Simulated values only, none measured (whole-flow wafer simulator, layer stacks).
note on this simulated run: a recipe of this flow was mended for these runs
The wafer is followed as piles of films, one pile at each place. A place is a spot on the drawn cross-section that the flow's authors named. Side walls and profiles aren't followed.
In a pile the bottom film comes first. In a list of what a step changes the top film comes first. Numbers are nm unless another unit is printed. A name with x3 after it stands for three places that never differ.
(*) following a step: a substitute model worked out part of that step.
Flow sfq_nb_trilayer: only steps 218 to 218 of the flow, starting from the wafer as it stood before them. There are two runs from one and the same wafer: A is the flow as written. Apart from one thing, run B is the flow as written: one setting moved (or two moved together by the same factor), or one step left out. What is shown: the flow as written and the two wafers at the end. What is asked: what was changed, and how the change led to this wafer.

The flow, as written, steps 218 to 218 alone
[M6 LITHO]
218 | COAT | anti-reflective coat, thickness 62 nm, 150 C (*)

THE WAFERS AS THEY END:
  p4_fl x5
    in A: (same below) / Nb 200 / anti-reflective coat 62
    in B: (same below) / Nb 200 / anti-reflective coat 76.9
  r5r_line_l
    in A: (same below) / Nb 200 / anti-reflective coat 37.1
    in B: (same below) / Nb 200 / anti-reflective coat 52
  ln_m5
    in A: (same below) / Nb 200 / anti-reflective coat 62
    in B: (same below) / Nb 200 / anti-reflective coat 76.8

What caused this: step 218, COAT: thickness 76.9 nm was run, though the flow has thickness 62 nm.
The wafer lets one read it off: p4_fl x5 has anti-reflective coat 76.9, and step 218 as written asks for 62 nm.

The path from the change to this, step by step:
  218 | COAT | anti-reflective coat, thickness 62 nm, 150 C (*)
      p4_fl x5, p4_w1 x9, p3_s0 x9 and 41 more: A +62 anti-reflective coat (new film) | B +76.9 anti-reflective coat (new film)
      r5r_line_l, r5r_line_c, r5r_line_r: A +37.1 anti-reflective coat (new film) | B +52 anti-reflective coat (new film)
      (also at 39 further places)
